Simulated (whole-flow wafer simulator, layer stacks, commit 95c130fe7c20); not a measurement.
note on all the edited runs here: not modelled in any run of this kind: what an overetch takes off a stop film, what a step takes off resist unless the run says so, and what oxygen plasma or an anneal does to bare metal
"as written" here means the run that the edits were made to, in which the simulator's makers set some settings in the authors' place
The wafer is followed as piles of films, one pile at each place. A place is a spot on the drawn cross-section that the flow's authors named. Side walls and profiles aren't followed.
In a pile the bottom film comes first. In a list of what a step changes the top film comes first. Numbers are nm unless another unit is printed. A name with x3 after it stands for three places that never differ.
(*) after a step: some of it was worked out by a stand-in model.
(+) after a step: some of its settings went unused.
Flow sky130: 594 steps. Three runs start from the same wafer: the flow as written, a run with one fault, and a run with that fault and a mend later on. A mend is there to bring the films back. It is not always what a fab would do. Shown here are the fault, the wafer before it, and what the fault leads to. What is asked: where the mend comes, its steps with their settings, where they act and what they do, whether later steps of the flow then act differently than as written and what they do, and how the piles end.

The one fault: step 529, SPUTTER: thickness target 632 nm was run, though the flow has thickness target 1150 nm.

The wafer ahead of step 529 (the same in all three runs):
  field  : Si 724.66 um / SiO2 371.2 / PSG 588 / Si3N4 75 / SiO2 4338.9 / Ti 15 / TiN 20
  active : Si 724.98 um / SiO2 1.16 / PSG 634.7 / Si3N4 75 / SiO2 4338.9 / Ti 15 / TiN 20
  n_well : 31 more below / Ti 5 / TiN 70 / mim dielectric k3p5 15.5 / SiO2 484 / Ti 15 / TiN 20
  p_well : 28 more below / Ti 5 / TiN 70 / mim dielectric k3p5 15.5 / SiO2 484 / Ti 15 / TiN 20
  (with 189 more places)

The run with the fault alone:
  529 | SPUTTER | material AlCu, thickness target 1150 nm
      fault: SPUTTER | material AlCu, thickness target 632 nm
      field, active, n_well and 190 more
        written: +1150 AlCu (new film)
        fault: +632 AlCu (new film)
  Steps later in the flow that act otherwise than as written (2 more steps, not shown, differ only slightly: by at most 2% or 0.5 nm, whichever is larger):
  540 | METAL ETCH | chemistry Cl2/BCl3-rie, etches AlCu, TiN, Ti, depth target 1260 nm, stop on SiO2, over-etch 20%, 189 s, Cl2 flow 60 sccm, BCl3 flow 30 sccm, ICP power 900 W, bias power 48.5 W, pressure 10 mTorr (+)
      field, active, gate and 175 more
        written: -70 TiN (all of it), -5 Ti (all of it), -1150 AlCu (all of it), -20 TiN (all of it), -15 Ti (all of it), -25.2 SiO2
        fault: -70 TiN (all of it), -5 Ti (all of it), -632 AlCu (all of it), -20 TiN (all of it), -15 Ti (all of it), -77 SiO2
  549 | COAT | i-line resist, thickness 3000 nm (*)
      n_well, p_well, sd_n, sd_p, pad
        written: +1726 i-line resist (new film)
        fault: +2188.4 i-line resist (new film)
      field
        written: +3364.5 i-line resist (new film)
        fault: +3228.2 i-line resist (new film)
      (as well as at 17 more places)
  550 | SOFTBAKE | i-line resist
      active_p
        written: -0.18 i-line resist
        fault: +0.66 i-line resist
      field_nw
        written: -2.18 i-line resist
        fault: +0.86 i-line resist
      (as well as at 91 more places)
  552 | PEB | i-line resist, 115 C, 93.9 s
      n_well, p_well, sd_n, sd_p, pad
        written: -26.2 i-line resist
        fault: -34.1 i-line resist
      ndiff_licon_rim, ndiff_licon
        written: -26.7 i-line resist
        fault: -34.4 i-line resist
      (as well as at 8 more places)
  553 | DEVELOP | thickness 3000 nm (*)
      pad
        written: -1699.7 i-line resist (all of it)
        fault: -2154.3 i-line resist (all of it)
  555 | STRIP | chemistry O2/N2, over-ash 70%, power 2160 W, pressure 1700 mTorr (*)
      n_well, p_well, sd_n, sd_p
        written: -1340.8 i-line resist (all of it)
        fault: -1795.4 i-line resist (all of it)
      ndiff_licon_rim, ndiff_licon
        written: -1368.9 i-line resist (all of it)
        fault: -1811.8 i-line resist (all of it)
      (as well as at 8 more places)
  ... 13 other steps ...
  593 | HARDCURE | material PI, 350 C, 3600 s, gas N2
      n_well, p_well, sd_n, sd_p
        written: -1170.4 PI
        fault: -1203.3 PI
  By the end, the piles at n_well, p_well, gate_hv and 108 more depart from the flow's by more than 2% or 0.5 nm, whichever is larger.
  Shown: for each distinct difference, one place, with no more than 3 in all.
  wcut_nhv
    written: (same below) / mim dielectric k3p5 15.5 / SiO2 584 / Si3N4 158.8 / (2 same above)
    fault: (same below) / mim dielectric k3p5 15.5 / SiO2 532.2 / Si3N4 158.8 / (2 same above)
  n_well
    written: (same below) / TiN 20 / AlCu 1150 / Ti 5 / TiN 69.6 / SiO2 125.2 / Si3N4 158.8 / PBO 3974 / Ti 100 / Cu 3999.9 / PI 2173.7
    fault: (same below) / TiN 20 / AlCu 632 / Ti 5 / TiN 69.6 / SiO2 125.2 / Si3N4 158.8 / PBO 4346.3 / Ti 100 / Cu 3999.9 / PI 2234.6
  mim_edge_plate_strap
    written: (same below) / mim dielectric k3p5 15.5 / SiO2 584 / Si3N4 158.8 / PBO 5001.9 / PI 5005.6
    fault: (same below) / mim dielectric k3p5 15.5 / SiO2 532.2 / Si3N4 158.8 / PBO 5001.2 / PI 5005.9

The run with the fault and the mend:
  The mend stands after step 529.
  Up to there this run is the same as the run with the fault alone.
  529a | SPUTTER | material AlCu, thickness target 518 nm (the flow's step 529, run once more with other settings)
      field, active, n_well and 190 more
        +518 AlCu
  None of the later steps of the flow acts differently than as written at any place that is followed.
  At every place that both follow, the piles at the end match the flow's.
